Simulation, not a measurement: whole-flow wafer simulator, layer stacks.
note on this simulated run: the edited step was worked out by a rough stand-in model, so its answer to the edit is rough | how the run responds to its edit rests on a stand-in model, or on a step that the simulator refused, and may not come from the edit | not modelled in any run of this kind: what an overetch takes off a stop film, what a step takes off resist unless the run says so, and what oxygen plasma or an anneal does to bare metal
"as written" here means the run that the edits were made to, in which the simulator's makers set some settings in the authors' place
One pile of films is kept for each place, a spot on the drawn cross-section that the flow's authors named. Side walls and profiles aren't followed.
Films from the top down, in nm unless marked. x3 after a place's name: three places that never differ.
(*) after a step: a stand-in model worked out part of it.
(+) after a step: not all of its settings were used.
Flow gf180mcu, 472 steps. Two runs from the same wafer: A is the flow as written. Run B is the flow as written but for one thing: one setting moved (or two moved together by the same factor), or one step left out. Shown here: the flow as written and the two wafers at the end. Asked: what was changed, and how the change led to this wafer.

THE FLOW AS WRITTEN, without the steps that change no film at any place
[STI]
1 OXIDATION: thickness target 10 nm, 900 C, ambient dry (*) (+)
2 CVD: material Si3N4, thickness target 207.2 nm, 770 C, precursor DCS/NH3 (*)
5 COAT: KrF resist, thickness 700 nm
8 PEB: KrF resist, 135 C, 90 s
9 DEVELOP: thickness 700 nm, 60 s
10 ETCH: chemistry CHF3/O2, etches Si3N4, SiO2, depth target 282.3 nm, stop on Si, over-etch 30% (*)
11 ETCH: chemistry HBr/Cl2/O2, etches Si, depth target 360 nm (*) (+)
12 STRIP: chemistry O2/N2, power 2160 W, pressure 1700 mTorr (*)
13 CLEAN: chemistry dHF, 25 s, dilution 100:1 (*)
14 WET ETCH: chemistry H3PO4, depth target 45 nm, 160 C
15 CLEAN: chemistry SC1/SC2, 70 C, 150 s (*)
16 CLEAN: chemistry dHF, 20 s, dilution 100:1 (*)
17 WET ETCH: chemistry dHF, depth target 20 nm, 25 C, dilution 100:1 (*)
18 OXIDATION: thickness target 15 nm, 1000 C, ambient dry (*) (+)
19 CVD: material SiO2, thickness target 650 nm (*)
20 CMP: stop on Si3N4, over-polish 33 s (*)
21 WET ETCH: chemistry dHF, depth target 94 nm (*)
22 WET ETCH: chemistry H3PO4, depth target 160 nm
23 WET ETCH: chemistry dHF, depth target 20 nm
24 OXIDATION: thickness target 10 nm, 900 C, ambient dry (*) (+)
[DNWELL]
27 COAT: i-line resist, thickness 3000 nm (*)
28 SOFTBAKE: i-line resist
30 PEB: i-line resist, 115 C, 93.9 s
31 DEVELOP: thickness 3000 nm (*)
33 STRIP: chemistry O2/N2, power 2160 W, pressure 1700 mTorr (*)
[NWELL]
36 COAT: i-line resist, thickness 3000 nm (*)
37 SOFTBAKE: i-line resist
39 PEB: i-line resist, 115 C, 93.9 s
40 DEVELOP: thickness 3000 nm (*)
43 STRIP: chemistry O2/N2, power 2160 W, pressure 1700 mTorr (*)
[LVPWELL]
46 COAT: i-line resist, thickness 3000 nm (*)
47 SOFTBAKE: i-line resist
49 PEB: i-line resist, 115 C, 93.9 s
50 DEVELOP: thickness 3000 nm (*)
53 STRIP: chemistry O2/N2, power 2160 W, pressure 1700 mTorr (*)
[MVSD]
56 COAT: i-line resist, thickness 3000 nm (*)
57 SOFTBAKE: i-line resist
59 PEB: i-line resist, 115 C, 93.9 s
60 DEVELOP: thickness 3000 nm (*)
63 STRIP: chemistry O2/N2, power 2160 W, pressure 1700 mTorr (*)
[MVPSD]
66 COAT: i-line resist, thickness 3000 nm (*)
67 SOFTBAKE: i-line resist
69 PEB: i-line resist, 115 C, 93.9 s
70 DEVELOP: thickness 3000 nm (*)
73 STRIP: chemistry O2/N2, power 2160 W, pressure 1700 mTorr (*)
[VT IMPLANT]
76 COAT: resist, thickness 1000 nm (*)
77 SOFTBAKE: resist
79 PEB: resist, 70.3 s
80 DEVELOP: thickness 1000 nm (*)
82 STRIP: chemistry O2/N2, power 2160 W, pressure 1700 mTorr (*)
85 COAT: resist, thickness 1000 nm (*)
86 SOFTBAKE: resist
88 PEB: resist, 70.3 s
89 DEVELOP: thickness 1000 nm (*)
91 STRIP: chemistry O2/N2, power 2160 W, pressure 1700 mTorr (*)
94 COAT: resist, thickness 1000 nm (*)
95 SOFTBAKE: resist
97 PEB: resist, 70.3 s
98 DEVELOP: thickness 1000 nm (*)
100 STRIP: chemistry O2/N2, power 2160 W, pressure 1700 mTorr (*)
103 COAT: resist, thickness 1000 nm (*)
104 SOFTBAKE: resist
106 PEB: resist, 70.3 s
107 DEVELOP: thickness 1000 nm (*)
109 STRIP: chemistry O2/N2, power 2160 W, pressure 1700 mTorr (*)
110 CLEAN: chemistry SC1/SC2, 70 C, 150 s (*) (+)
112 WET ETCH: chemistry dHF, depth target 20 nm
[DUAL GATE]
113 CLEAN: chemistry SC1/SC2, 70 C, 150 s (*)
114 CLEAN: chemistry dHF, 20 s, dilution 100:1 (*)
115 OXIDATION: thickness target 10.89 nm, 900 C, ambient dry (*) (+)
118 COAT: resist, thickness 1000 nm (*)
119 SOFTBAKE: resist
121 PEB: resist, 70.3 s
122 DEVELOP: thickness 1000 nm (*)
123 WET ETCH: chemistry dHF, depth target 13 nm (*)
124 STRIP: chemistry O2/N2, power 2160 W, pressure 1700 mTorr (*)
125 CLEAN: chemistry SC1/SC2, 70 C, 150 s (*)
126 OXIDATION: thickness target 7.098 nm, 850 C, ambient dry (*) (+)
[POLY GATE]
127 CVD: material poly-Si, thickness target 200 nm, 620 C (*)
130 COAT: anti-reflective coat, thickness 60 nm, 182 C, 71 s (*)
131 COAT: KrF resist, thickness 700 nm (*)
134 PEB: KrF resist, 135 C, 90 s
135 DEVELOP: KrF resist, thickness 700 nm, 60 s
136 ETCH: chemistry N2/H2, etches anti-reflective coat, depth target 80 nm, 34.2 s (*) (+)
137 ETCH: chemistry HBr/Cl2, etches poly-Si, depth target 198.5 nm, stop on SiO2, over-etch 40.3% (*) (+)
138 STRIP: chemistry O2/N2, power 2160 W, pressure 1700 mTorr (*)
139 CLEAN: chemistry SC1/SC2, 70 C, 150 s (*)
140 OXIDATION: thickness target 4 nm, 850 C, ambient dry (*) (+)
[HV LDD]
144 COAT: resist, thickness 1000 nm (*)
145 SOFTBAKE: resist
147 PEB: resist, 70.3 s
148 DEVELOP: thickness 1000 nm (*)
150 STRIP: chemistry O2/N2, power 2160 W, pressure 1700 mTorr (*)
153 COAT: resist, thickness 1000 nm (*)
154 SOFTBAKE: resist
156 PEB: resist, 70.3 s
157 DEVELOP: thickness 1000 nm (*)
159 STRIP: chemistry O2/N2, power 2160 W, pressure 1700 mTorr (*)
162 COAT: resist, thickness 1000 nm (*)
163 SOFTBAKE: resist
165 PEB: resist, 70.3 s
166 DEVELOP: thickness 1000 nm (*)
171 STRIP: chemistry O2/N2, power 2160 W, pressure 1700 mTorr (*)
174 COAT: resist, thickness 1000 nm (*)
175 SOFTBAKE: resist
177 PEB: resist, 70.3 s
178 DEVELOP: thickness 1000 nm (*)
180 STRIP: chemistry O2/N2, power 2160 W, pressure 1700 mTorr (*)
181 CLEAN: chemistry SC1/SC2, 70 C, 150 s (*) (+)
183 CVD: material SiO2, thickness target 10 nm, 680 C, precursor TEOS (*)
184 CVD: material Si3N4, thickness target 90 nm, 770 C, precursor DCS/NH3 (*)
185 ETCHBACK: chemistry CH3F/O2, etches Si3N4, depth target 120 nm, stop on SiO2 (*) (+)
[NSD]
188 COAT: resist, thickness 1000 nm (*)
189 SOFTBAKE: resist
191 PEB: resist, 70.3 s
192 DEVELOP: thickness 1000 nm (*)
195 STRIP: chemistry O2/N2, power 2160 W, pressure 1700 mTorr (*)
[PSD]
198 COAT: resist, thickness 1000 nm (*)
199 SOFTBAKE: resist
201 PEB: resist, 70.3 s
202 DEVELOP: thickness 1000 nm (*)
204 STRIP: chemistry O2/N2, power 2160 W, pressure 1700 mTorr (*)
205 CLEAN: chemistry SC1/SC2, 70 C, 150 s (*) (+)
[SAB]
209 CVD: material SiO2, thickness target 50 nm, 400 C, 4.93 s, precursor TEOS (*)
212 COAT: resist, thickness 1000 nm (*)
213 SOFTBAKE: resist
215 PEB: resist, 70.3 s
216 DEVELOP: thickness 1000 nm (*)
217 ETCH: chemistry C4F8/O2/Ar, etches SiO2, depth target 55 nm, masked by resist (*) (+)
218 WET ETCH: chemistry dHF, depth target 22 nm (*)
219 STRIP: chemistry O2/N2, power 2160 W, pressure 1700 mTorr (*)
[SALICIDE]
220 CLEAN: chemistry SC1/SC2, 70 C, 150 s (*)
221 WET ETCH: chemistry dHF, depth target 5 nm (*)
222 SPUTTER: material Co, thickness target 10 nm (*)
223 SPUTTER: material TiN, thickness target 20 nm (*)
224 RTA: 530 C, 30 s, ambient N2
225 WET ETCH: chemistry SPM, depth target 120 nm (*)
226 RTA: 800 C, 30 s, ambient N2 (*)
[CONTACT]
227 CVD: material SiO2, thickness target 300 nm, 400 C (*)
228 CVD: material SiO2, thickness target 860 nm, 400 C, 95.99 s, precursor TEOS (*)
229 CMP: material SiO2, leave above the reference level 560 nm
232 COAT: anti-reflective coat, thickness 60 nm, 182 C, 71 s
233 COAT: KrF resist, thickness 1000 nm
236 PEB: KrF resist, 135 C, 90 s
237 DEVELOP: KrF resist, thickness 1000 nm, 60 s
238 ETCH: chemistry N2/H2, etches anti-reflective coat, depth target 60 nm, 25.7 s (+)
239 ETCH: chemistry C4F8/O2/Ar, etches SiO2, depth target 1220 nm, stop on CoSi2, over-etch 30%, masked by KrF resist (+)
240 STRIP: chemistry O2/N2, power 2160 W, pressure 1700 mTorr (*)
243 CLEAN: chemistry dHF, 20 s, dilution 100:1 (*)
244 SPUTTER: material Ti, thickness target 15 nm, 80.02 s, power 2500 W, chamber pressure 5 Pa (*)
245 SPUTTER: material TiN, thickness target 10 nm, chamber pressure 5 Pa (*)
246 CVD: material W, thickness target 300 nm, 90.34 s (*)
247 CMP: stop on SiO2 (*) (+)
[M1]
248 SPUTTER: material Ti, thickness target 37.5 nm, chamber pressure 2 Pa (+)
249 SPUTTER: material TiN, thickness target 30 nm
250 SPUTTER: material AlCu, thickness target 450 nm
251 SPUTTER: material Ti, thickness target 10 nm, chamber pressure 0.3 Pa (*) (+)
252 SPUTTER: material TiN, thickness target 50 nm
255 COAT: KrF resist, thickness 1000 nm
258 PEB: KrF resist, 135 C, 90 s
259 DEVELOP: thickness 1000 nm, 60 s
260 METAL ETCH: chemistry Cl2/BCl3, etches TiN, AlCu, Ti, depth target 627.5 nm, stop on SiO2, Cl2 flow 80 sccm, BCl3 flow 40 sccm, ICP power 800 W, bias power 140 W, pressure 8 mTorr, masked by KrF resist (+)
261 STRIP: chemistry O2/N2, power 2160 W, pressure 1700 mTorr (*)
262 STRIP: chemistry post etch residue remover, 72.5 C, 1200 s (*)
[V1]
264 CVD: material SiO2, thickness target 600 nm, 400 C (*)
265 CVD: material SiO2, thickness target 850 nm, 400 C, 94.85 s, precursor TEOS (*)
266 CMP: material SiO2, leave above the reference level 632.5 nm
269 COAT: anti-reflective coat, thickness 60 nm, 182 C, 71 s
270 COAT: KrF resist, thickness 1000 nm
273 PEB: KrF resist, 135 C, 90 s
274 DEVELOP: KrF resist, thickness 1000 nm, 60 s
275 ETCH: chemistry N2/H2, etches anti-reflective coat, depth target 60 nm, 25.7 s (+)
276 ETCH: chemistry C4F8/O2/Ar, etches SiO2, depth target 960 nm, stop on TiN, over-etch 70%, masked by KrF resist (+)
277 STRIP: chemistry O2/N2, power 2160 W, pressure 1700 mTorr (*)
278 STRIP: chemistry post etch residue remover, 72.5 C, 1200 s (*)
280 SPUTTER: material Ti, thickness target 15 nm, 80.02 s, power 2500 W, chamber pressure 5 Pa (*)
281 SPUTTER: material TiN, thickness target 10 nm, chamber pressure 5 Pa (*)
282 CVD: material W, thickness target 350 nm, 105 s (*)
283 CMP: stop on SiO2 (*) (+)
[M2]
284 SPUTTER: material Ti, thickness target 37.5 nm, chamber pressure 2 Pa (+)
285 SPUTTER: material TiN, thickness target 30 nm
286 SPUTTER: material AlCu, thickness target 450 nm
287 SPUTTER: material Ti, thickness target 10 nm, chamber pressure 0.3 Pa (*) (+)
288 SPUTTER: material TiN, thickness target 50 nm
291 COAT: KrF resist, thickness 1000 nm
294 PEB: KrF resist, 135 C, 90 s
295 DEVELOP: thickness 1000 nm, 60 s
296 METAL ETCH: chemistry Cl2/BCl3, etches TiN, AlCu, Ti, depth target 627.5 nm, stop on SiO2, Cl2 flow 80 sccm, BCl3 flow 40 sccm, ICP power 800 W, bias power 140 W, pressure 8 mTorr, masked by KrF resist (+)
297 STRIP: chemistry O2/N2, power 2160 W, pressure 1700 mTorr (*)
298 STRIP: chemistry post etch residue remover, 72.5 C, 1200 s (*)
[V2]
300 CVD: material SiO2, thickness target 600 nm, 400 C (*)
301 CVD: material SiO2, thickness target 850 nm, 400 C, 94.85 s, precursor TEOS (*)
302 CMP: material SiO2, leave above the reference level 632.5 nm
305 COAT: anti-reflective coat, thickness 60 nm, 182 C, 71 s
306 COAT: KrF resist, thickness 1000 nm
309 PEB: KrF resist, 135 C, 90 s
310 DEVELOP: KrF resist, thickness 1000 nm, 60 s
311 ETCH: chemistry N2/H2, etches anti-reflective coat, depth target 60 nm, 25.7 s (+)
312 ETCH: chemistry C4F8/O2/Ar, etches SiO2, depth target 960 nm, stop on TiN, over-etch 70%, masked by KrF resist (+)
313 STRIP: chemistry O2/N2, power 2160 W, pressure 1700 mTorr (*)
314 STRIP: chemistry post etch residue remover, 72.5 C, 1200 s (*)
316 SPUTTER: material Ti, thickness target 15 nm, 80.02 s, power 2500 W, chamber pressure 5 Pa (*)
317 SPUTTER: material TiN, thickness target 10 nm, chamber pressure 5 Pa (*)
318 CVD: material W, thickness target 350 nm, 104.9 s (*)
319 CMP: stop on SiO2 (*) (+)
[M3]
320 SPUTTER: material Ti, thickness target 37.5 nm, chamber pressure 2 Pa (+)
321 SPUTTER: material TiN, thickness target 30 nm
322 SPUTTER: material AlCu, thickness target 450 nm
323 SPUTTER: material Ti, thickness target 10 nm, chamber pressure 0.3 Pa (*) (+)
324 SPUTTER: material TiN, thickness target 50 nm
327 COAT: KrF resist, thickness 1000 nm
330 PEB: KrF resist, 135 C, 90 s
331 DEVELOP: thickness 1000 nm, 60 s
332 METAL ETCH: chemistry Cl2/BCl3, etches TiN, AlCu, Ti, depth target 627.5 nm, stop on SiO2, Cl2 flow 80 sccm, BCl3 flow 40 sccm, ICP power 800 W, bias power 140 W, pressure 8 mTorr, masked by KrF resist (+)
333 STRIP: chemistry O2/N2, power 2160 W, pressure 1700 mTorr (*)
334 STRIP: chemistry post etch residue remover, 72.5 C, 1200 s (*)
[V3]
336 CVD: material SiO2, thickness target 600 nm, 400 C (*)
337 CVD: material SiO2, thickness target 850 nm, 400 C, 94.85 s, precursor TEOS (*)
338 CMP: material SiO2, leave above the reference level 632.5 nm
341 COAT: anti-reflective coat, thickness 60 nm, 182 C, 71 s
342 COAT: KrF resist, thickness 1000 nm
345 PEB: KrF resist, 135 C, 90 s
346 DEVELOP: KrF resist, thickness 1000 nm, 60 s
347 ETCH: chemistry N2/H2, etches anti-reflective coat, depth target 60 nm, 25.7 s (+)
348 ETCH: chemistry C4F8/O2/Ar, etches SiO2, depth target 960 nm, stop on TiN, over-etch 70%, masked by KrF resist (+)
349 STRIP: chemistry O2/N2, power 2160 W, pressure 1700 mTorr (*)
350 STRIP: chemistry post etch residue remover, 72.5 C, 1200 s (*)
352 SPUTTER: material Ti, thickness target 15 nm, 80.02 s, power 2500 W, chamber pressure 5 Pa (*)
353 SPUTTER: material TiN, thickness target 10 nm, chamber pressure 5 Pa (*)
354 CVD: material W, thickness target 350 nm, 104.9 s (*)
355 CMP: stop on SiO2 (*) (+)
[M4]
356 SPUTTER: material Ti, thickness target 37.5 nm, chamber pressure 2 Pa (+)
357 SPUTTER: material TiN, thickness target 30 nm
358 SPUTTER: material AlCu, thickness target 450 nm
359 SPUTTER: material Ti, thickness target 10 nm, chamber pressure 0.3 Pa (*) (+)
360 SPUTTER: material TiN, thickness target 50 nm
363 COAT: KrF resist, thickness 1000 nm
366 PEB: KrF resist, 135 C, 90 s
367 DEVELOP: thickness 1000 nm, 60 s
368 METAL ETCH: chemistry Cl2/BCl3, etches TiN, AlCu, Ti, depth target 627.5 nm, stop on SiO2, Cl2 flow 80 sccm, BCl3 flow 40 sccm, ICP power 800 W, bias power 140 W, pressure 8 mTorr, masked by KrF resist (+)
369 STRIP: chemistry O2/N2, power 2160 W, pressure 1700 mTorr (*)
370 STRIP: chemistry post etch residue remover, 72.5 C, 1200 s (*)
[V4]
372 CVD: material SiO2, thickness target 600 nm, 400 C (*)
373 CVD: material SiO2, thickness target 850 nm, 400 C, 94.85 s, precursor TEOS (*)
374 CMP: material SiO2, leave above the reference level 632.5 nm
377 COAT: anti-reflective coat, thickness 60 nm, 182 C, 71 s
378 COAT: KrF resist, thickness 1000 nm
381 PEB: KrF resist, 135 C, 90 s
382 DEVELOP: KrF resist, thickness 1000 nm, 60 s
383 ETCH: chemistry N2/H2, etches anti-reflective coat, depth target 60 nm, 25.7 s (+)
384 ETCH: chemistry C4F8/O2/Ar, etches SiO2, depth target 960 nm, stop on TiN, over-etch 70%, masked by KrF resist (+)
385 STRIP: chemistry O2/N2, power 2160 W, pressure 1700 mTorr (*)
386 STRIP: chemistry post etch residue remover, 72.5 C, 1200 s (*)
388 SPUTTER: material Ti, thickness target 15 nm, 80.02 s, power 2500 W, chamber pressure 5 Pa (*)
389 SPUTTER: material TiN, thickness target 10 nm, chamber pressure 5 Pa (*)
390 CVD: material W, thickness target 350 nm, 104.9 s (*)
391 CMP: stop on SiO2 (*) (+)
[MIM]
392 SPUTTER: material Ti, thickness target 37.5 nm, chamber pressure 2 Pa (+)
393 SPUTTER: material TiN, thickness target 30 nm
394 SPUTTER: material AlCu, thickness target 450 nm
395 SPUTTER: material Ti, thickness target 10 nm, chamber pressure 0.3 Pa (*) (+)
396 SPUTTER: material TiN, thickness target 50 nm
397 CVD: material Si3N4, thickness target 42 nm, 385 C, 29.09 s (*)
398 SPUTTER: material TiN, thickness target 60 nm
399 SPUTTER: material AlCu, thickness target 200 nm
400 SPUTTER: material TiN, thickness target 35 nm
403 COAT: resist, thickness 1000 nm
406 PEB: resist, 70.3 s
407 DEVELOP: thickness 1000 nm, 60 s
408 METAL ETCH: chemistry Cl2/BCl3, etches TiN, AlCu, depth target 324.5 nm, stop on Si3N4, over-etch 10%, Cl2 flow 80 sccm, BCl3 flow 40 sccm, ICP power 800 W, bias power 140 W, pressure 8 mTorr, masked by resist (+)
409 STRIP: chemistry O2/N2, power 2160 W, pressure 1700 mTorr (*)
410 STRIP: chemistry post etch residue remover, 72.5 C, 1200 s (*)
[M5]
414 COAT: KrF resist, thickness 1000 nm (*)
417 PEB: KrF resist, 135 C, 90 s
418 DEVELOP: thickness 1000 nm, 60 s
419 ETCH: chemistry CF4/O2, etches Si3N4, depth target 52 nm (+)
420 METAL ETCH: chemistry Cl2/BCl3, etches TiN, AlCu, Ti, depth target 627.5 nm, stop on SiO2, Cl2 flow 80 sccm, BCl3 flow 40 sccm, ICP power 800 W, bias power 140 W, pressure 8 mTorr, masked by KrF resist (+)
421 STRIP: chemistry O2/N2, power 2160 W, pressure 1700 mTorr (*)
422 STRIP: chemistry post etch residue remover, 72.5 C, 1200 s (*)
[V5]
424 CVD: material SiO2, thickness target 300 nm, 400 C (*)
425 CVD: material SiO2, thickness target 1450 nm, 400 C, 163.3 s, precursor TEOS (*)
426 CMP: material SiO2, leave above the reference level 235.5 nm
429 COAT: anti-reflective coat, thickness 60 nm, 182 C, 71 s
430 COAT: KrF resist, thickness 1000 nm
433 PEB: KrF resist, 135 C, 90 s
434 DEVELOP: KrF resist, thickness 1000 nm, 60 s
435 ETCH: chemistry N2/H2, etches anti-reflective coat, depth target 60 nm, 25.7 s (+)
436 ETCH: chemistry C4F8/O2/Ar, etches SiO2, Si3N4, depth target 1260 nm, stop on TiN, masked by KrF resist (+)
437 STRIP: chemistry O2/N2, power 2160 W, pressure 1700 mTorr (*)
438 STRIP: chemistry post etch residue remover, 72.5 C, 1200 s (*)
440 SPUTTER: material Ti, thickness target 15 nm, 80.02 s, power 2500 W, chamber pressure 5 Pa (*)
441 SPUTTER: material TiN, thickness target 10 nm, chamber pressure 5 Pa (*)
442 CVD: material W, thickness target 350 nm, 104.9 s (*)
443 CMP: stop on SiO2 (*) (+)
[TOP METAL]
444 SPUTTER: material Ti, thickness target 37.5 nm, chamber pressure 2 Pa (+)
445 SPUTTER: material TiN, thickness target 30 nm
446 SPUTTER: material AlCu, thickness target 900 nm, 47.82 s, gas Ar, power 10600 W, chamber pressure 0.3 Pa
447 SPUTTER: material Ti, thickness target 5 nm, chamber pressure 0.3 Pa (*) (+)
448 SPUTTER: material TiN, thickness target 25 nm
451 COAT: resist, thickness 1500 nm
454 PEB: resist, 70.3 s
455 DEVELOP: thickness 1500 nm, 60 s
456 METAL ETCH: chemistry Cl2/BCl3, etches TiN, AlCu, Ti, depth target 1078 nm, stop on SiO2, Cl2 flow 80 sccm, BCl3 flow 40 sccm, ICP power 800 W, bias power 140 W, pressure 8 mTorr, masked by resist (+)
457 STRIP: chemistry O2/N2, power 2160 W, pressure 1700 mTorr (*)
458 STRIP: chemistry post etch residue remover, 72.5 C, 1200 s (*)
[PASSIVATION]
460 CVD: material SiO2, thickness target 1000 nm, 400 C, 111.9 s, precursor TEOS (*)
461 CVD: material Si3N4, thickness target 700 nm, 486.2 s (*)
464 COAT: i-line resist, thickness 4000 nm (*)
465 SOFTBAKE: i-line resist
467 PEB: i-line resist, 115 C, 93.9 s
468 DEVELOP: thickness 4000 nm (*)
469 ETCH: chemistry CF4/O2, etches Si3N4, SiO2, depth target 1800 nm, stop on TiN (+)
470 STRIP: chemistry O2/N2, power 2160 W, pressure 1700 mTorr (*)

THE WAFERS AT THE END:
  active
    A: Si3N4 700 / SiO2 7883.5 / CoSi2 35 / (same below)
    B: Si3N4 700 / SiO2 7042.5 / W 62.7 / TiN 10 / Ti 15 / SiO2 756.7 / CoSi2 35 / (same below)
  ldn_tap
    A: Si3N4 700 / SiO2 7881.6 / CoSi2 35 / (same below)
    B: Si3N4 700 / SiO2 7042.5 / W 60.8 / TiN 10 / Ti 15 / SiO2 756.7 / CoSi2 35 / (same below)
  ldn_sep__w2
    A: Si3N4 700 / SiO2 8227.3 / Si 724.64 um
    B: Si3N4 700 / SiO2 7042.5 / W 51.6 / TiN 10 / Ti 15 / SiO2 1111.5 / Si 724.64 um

The cause: step 228, CVD: thickness target 452 nm was run, where the flow has thickness target 860 nm; step 228, CVD: 50.4 s was run, where the flow has 95.99 s.

How the change led to this, step by step:
  228 CVD: material SiO2, thickness target 860 nm, 400 C, 95.99 s, precursor TEOS (*)
      field, field__w7, field__w8 and 70 more: A SiO2 +860 | B SiO2 +460.1
      field__w3, field__w12: A SiO2 +807.3 | B SiO2 +435.7
      (and at 36 more places)
  229 CMP: material SiO2, leave above the reference level 560 nm
      ldn_sep__w1, ldn_sep__w2, ldn_dft and 8 more: A SiO2 -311 | B nothing
      active, p_well, sd_n, iso_ptap_pw, iso_ntap_nw, iso_ptap_sub, vpnp_e: A SiO2 -299.9 | B nothing
      (and at 93 more places)
  232 COAT: anti-reflective coat, thickness 60 nm, 182 C, 71 s
      field_sub__w1, nplus_u: A anti-reflective coat +60 (new film) | B anti-reflective coat +53.3 (new film)
      p_well, sd_n: A anti-reflective coat +60 (new film) | B anti-reflective coat +56.1 (new film)
      (and at 96 more places)
  233 COAT: KrF resist, thickness 1000 nm
      p_well, sti, sd_n, contact, mim_1p0, pad, dice_street: A KrF resist +1000 (new film) | B KrF resist +1023.8 (new film)
      sd_p, nw_enc_fld_lv__w3: A KrF resist +1000 (new film) | B KrF resist +975.2 (new film)
      (and at 48 more places)
  236 PEB: KrF resist, 135 C, 90 s
      ld_acc_n, polyc_p: A KrF resist -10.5 | B KrF resist -9.68
      mim: A KrF resist -10.5 | B KrF resist -11.4
      (and at 2 more places)
  237 DEVELOP: KrF resist, thickness 1000 nm, 60 s
      contact: A KrF resist -989.5 (all of it) | B KrF resist -1013 (all of it)
      polyc_n: A KrF resist -989.5 (all of it) | B KrF resist -934.6 (all of it)
      (and at 1 more place)
  238 ETCH: chemistry N2/H2, etches anti-reflective coat, depth target 60 nm, 25.7 s (+)
      contact: A anti-reflective coat -60 (all of it), SiO2 -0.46 | B anti-reflective coat -68.4 (all of it), SiO2 -0.25
      polyc_n: A anti-reflective coat -60 (all of it), SiO2 -0.46 | B anti-reflective coat -11.9 (all of it), SiO2 -1.69
      (and at 1 more place)
  239 ETCH: chemistry C4F8/O2/Ar, etches SiO2, depth target 1220 nm, stop on CoSi2, over-etch 30%, masked by KrF resist (+)
      field, field__w1, field__w2 and 105 more: A KrF resist -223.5 | B KrF resist -195.4
      contact: A SiO2 -859.5 (all of it) | B SiO2 -751.5 (all of it)
  240 STRIP: chemistry O2/N2, power 2160 W, pressure 1700 mTorr (*)
      sti, mim_1p0, pad, dice_street: A KrF resist -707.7 (all of it), anti-reflective coat -60 (all of it) | B KrF resist -759.3 (all of it), anti-reflective coat -59.2 (all of it)
      p_well, sd_n: A KrF resist -707.7 (all of it), anti-reflective coat -60 (all of it) | B KrF resist -759.3 (all of it), anti-reflective coat -56.1 (all of it)
      (and at 102 more places)
  244 SPUTTER: material Ti, thickness target 15 nm, 80.02 s, power 2500 W, chamber pressure 5 Pa (*)
      field__w3: A Ti +15 (new film) | B Ti +14.3 (new film)
      field__w12: A Ti +15 (new film) | B Ti +13.8 (new film)
      (and at 3 more places)
  245 SPUTTER: material TiN, thickness target 10 nm, chamber pressure 5 Pa (*)
      field__w12: A TiN +10 (new film) | B TiN +9.22 (new film)
      ld_drift_n: A TiN +10 (new film) | B TiN +9.28 (new film)
      (and at 1 more place)
  246 CVD: material W, thickness target 300 nm, 90.34 s (*)
      contact: A W +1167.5 (new film) | B W +1051.1 (new film)
  247 CMP: stop on SiO2 (*) (+)
      gate, gate_hv, spacer and 24 more: A W -300 (all of it), TiN -10 (all of it), Ti -15 (all of it), SiO2 -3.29 | B W -300 (all of it), TiN -10 (all of it), Ti -15 (all of it)
      active, p_well, sd_n, iso_ptap_pw, iso_ntap_nw, iso_ptap_sub, vpnp_e: A W -300 (all of it), TiN -10 (all of it), Ti -15 (all of it), SiO2 -3.29 | B W -225.1
      (and at 75 more places)
  260 METAL ETCH: chemistry Cl2/BCl3, etches TiN, AlCu, Ti, depth target 627.5 nm, stop on SiO2, Cl2 flow 80 sccm, BCl3 flow 40 sccm, ICP power 800 W, bias power 140 W, pressure 8 mTorr, masked by KrF resist (+)
      field, field__w1, field__w2 and 74 more: A TiN -50 (all of it), Ti -10 (all of it), AlCu -450 (all of it), TiN -30 (all of it), Ti -37.5 (all of it) | B TiN -50 (all of it), Ti -10 (all of it), AlCu -450 (all of it), TiN -30 (all of it), Ti -37.5 (all of it), W -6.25
  262 STRIP: chemistry post etch residue remover, 72.5 C, 1200 s (*)
      field, field__w1, field__w2 and 74 more: A nothing | B W -6.01
  264 CVD: material SiO2, thickness target 600 nm, 400 C (*)
      field, field__w1, field__w2 and 74 more: A SiO2 +600 | B SiO2 +600 (new film)
  266 CMP: material SiO2, leave above the reference level 632.5 nm
      field, field__w1, field__w2 and 74 more: A SiO2 -300 | B SiO2 -287.7
Counting metal films that touch as one body, active has 2 bodies (between them, from the top down: SiO2 756.7); the flow as written gives 1 body.
Counting metal films that touch as one body, ldn_tap has 2 bodies (between them, from the top down: SiO2 756.7); the flow as written gives 1 body.
Counting metal films that touch as one body, ldn_sep__w2 has 1 body; the flow as written gives 0 bodies.
